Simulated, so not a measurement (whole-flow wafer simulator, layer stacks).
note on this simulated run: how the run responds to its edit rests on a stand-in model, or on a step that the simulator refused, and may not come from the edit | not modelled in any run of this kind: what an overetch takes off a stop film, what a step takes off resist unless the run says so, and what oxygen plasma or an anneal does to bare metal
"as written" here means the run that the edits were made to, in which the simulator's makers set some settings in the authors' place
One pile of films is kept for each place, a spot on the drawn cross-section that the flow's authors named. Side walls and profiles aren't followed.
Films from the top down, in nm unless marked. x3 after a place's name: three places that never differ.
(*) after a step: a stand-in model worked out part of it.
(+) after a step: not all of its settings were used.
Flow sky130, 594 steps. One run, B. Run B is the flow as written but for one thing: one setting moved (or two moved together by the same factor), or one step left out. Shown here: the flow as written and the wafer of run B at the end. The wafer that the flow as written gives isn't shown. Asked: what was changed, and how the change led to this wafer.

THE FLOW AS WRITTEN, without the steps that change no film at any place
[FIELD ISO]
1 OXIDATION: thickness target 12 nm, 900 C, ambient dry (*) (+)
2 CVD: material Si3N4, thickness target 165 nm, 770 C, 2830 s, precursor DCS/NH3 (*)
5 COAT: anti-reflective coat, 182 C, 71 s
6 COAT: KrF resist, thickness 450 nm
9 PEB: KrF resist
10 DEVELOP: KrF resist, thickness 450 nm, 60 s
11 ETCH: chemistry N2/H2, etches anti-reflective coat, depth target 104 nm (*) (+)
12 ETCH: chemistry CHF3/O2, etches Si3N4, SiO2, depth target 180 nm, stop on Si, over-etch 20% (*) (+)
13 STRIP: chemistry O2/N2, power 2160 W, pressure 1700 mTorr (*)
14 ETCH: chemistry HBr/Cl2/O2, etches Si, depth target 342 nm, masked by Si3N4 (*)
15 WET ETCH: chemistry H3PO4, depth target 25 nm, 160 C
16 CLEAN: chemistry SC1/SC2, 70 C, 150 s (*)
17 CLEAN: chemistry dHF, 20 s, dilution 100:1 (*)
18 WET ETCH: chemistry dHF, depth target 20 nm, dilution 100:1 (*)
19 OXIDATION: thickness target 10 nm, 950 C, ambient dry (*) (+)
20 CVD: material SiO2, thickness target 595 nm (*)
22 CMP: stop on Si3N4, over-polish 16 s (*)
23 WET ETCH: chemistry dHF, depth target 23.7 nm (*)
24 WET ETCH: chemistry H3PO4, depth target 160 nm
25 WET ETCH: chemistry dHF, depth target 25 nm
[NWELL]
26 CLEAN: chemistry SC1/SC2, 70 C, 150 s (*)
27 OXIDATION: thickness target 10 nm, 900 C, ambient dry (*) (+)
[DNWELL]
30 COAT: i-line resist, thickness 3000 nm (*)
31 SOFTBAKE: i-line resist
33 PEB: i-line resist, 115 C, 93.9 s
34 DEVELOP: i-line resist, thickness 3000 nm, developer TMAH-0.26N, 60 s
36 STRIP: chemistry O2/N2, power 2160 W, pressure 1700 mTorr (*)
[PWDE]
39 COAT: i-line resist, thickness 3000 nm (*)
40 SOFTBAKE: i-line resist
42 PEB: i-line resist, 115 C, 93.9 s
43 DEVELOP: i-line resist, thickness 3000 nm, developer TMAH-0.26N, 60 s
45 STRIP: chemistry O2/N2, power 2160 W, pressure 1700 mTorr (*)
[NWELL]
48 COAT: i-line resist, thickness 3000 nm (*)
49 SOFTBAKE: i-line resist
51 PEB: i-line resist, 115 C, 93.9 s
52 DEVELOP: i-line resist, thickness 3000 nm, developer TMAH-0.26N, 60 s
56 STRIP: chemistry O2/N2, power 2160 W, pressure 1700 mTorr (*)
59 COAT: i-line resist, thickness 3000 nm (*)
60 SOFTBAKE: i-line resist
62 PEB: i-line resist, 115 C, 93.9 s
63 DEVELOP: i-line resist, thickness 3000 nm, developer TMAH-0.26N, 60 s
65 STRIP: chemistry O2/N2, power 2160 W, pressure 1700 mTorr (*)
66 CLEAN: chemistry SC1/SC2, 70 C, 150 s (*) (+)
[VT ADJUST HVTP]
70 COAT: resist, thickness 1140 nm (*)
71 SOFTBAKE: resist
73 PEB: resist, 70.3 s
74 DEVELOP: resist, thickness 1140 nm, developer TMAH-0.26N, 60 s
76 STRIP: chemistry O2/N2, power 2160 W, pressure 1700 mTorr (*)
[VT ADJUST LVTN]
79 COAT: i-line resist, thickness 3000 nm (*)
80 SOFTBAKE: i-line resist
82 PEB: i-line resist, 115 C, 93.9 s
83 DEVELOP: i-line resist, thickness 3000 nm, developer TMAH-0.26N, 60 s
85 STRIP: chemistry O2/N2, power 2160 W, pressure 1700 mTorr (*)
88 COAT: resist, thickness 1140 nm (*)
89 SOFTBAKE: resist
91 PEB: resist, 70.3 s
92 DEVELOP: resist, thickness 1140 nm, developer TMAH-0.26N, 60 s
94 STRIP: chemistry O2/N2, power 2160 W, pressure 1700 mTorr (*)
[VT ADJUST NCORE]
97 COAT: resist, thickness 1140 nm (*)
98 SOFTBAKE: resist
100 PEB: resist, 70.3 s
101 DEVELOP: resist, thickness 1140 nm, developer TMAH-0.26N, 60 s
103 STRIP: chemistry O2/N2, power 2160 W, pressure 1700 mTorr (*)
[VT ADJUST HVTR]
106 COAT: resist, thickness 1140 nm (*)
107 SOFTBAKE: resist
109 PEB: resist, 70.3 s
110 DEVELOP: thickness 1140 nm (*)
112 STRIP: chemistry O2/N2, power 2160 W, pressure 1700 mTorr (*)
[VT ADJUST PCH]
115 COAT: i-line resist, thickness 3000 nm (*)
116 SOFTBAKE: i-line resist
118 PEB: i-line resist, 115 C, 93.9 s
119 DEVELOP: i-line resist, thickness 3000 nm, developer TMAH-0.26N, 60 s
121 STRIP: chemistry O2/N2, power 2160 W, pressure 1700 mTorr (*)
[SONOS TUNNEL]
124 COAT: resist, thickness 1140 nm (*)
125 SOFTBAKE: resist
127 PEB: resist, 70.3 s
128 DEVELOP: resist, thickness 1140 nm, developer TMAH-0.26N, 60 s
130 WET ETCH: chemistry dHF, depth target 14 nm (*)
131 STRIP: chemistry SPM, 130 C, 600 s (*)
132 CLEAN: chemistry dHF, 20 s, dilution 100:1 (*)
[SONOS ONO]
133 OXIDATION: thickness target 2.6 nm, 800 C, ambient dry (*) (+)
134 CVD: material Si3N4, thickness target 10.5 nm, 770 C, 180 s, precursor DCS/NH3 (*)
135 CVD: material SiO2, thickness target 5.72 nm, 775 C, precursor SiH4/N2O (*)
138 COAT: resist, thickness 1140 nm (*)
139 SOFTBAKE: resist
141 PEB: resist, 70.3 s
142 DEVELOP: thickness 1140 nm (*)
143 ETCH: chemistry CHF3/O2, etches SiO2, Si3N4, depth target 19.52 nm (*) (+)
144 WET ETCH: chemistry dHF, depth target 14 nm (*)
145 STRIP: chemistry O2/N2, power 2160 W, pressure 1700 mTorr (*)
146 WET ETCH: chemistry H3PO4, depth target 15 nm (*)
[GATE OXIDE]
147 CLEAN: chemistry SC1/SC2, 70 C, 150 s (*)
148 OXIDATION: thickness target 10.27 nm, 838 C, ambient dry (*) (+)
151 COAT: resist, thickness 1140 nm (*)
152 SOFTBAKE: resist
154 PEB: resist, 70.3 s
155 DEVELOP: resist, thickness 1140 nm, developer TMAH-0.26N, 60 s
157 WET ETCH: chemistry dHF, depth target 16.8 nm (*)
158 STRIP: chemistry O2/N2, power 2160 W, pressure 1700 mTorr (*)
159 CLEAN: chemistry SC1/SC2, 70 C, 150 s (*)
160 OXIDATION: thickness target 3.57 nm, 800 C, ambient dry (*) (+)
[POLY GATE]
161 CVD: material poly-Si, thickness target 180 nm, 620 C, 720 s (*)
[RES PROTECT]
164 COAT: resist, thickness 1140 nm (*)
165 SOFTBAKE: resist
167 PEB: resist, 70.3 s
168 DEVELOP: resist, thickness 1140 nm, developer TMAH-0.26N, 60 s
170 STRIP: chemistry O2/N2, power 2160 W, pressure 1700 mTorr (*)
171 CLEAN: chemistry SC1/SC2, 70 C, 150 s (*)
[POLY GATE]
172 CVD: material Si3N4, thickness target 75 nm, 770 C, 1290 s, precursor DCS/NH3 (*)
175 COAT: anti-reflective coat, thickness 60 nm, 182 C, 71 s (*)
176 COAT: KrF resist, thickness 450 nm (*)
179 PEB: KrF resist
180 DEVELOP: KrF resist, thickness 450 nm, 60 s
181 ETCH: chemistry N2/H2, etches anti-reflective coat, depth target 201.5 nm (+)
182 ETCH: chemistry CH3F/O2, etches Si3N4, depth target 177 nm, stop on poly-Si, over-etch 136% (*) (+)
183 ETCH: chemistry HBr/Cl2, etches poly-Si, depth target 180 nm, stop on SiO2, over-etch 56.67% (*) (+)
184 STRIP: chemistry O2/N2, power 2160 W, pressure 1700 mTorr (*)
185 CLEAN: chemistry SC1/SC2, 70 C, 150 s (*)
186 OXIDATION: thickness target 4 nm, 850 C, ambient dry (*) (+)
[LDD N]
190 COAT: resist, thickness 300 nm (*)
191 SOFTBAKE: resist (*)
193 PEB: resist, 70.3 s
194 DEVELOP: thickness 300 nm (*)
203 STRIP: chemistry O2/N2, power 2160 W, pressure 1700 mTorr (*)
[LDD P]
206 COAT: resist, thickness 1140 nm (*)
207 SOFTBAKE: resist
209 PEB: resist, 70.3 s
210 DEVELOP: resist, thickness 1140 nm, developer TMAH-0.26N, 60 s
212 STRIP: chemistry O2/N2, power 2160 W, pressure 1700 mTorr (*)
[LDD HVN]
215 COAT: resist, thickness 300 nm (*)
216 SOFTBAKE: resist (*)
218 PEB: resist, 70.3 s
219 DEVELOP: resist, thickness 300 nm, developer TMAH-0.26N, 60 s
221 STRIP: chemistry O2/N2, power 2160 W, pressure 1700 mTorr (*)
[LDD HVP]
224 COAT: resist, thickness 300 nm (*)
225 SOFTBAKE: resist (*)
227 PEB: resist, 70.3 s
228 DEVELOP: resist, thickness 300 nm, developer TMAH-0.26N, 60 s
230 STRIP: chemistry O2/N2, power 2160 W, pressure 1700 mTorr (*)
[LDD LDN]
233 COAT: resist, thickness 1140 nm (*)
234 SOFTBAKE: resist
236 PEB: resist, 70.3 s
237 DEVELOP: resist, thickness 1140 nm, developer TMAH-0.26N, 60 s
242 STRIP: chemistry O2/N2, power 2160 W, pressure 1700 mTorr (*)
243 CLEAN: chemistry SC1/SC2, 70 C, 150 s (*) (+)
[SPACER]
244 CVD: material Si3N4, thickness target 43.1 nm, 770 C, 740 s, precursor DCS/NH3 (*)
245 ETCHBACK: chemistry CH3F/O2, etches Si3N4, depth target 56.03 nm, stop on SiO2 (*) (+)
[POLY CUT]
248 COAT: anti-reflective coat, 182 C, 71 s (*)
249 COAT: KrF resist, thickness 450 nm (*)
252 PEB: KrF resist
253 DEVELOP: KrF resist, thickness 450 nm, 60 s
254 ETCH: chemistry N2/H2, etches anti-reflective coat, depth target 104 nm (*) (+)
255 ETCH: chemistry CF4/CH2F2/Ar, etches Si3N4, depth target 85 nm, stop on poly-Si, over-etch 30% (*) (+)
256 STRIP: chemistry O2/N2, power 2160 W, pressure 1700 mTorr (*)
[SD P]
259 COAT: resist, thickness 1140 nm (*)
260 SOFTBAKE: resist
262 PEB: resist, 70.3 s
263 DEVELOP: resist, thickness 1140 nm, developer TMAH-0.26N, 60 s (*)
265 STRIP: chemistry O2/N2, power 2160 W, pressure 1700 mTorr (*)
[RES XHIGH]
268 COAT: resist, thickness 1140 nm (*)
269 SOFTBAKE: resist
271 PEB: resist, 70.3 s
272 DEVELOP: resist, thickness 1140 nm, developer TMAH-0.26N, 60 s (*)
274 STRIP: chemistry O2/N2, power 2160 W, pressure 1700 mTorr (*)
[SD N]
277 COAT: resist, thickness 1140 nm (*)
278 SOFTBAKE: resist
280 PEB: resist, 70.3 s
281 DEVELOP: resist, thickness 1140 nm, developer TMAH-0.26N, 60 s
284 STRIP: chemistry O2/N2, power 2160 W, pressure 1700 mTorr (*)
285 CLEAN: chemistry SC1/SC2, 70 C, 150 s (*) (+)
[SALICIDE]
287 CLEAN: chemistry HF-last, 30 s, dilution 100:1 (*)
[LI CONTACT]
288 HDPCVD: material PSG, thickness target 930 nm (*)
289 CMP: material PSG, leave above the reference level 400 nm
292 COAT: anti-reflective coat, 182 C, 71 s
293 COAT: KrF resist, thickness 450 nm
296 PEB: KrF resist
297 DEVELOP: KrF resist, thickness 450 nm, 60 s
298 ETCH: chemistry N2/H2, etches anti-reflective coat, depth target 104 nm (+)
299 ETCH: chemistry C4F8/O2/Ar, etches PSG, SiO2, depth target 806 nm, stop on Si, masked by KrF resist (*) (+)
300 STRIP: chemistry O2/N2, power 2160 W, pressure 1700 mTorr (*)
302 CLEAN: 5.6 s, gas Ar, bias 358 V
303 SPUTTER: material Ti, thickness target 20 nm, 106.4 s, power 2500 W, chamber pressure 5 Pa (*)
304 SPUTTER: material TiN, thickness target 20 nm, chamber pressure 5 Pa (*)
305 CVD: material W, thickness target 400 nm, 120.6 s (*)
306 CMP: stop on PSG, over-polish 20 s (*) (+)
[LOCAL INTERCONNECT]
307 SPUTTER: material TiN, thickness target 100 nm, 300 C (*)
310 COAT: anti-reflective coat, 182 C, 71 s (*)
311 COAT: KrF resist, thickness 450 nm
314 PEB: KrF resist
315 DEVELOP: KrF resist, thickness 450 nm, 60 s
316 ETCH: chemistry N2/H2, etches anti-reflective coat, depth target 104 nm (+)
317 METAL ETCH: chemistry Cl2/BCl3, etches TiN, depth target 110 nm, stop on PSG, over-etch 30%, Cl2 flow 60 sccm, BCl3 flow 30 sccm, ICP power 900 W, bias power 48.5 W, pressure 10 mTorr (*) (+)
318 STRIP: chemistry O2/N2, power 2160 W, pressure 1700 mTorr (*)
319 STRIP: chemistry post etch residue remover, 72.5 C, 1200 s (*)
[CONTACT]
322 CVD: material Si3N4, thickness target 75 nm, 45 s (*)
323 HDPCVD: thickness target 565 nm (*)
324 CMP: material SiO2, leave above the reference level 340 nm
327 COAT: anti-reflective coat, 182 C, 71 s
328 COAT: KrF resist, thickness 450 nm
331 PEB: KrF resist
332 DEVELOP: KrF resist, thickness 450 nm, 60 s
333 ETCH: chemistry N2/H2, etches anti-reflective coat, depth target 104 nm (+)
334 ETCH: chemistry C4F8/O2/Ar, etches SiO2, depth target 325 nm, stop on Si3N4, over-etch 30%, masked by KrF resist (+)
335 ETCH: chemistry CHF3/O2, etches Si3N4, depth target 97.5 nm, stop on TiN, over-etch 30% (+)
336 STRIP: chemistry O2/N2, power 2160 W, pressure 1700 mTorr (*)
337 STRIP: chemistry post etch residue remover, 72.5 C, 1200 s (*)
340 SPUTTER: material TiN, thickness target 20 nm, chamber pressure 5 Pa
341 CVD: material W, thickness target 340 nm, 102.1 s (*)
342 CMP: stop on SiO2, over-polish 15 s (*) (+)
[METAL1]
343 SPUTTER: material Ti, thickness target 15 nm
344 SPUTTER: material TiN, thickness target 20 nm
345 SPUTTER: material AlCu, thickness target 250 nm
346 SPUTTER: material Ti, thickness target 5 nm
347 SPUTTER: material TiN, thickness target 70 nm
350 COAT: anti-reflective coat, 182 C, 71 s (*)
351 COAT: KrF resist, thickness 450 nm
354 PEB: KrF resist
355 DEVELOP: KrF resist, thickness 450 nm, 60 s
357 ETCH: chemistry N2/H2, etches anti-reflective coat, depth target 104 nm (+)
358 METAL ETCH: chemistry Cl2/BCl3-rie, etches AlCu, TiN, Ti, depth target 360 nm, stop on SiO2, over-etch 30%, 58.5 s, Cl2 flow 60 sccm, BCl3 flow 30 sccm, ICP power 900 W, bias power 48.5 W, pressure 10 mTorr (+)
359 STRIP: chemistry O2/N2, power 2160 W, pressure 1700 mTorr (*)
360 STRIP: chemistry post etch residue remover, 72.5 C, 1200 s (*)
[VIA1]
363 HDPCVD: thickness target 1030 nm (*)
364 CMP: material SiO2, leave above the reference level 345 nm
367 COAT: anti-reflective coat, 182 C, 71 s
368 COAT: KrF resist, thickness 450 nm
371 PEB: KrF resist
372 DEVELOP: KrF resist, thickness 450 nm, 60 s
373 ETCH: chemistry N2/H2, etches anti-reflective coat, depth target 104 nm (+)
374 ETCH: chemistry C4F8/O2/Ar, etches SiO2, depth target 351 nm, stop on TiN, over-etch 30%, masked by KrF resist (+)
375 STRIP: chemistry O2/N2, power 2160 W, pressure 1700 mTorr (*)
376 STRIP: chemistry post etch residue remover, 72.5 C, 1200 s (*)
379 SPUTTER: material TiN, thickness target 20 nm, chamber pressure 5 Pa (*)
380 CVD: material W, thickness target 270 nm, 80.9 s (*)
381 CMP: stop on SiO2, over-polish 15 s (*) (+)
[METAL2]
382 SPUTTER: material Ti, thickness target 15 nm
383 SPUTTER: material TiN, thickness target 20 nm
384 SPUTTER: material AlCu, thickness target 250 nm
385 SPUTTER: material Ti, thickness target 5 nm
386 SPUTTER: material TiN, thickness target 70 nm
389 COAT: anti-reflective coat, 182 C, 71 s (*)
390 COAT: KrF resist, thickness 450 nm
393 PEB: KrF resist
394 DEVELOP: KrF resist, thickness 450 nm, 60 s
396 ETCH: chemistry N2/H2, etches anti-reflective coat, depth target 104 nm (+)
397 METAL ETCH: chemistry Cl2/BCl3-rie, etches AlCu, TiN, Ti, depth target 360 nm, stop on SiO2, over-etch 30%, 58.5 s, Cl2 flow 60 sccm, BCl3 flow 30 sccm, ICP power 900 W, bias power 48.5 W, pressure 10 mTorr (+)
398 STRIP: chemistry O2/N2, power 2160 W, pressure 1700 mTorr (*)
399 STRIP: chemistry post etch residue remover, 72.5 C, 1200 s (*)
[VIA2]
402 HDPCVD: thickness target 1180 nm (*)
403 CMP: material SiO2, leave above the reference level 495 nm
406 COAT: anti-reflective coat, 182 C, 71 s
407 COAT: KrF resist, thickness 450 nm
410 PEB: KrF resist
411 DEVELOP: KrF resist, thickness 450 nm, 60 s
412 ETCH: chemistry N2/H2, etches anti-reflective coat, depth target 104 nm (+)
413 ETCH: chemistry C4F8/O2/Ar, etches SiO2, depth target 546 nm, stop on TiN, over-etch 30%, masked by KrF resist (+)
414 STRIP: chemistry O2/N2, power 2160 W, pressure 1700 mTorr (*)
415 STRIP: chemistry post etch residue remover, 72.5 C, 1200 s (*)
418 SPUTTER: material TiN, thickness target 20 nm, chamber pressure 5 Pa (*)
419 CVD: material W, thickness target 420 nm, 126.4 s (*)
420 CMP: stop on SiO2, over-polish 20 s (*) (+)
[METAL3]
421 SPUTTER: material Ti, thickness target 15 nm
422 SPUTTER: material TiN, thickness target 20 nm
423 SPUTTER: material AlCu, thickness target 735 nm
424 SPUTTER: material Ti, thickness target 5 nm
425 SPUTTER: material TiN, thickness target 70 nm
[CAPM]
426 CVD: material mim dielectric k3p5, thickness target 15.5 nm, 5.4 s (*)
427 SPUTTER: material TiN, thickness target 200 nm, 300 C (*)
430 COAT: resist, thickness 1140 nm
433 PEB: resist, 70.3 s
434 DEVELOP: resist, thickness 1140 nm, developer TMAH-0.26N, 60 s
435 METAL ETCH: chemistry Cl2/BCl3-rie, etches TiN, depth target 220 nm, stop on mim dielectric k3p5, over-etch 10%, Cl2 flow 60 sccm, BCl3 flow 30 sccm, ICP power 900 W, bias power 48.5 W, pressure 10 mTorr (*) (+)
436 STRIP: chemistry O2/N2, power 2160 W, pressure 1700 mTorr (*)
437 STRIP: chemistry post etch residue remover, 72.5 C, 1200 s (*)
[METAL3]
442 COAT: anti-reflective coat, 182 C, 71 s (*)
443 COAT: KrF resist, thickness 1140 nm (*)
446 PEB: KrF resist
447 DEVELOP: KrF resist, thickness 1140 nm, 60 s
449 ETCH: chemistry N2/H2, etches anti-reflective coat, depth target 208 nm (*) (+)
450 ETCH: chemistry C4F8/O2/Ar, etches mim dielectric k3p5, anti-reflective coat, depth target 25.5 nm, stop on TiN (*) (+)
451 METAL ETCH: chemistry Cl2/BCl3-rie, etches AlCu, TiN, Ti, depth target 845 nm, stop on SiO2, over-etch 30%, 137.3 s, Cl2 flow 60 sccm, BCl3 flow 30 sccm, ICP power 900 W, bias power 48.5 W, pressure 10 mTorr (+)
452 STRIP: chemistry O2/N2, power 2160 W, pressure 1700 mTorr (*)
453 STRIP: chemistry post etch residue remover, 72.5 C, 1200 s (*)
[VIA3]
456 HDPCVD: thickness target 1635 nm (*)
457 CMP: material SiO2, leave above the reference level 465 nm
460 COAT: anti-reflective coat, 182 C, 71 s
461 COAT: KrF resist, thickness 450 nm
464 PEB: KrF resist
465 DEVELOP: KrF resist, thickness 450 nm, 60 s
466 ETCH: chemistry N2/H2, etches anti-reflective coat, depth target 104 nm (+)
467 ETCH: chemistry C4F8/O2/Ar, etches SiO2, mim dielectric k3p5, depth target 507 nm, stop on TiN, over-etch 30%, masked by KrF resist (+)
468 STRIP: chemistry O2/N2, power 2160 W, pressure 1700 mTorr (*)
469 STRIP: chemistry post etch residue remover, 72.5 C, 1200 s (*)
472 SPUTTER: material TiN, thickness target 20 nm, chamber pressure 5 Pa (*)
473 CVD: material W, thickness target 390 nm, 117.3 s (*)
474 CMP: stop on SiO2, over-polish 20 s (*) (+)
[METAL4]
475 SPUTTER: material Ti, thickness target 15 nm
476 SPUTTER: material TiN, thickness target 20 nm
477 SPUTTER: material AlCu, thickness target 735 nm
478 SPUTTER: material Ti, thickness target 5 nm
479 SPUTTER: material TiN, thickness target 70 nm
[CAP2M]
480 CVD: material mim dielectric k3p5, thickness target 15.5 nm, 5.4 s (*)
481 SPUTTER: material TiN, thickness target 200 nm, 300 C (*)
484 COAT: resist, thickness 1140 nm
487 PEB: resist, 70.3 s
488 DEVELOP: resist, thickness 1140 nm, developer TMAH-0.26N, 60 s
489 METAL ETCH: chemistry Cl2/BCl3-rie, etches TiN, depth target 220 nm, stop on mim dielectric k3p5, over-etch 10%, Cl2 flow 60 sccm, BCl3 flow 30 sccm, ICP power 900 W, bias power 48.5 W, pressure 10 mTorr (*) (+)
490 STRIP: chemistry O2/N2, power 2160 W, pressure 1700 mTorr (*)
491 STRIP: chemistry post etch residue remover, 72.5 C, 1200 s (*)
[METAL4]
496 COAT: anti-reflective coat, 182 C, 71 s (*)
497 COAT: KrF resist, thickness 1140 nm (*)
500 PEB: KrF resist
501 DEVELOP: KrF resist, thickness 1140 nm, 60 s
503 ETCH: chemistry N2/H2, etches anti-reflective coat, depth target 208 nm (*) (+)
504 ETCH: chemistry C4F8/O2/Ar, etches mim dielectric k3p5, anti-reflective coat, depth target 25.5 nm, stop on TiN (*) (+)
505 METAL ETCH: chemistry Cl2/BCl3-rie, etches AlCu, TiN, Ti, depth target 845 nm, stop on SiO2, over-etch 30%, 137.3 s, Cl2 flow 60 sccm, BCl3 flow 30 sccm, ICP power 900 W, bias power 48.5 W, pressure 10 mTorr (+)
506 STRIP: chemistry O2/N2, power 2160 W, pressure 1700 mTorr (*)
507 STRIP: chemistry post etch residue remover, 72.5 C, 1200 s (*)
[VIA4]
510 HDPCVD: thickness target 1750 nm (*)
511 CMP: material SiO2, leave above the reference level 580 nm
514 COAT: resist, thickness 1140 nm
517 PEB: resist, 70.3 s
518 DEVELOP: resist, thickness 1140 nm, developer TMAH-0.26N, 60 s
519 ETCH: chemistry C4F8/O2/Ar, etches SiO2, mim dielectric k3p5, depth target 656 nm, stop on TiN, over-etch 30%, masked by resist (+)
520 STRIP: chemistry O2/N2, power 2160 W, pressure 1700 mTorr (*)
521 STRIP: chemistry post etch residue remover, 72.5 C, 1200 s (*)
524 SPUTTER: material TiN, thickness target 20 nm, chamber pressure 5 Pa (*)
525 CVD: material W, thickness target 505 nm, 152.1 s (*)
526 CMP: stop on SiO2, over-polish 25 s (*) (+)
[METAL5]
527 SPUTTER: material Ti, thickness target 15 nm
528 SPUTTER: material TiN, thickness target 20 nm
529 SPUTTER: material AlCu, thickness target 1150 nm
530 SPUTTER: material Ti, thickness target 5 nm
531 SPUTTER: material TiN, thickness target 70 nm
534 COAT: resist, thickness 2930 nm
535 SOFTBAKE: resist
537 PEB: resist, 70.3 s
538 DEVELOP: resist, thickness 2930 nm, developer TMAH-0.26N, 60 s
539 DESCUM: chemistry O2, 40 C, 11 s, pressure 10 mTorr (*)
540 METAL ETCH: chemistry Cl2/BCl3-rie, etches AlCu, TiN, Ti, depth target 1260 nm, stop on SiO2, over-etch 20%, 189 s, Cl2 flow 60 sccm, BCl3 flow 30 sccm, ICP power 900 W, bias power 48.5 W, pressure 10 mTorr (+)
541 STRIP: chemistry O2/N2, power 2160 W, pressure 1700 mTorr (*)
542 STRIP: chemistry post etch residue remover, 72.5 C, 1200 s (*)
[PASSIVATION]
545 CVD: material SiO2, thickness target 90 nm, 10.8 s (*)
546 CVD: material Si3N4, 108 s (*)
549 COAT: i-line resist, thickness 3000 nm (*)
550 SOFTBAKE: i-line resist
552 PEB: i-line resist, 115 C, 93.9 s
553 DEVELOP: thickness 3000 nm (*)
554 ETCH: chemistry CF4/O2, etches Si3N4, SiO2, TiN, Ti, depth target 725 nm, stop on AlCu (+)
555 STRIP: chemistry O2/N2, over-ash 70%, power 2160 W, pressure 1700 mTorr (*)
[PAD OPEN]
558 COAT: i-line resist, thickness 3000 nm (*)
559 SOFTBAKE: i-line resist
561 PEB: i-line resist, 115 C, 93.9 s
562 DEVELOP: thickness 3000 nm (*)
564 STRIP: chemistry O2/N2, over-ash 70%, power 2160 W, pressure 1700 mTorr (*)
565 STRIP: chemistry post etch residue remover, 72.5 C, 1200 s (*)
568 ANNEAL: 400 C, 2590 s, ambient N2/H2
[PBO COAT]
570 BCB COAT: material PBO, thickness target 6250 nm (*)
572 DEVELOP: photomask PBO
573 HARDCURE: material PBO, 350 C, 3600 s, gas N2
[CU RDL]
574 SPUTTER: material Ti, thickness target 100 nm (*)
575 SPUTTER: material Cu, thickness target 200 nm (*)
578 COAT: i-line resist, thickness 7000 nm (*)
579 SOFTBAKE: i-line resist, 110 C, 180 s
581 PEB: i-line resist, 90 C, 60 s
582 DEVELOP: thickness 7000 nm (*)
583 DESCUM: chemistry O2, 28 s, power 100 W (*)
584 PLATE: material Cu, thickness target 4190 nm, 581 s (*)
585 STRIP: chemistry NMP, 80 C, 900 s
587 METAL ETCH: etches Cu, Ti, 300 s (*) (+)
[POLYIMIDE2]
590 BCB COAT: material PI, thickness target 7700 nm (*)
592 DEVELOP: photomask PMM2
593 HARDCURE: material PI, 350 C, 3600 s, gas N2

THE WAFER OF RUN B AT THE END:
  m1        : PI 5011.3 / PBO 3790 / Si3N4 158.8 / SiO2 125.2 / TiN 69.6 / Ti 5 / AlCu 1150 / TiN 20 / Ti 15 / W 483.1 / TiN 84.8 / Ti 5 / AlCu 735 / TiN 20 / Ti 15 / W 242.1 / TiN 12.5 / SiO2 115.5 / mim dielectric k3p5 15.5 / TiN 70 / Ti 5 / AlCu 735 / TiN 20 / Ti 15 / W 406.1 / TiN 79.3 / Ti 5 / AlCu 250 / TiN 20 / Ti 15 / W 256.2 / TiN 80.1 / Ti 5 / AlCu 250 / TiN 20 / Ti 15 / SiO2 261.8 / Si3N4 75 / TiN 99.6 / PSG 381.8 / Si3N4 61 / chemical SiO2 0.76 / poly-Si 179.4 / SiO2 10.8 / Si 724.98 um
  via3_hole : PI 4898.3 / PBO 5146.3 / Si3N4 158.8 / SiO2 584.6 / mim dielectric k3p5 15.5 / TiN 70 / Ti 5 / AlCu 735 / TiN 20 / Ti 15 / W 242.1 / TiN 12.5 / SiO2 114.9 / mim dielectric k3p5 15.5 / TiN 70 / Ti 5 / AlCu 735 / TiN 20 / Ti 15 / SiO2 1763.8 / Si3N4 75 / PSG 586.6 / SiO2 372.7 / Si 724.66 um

The cause: step 467, ETCH: depth target 259 nm was run, where the flow has depth target 507 nm.

How the change led to this, step by step:
  467 ETCH: chemistry C4F8/O2/Ar, etches SiO2, mim dielectric k3p5, depth target 507 nm, stop on TiN, over-etch 30%, masked by KrF resist (+)
      m1: SiO2 -259 (as written it would be: SiO2 -374.5 (all of it), mim dielectric k3p5 -15.5 (all of it))
      via3_hole: SiO2 -259 (as written it would be: SiO2 -373.9 (all of it), mim dielectric k3p5 -15.5 (all of it))
      (and at 190 more places)
  468 STRIP: chemistry O2/N2, power 2160 W, pressure 1700 mTorr (*)
      field, active, n_well and 187 more: KrF resist -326 (all of it), anti-reflective coat -80 (all of it) (as written it would be: KrF resist -276.4 (all of it), anti-reflective coat -80 (all of it))
  472 SPUTTER: material TiN, thickness target 20 nm, chamber pressure 5 Pa (*)
      m1, via3_hole: TiN +12.5 (new film) (as written it would be: TiN +10.6)
  473 CVD: material W, thickness target 390 nm, 117.3 s (*)
      m1: W +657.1 (new film) (as written it would be: W +790.5 (new film))
      via3_hole: W +657.1 (new film) (as written it would be: W +789.9 (new film))
Counting metal films that touch as one body, m1 has 3 bodies (between them, from the top down: SiO2 115.5 / mim dielectric k3p5 15.5; SiO2 261.8 / Si3N4 75); the flow as written gives 2 bodies (between them, from the top down: SiO2 261.8 / Si3N4 75).
Counting metal films that touch as one body, via3_hole has 2 bodies (between them, from the top down: SiO2 114.9 / mim dielectric k3p5 15.5); the flow as written gives 1 body.
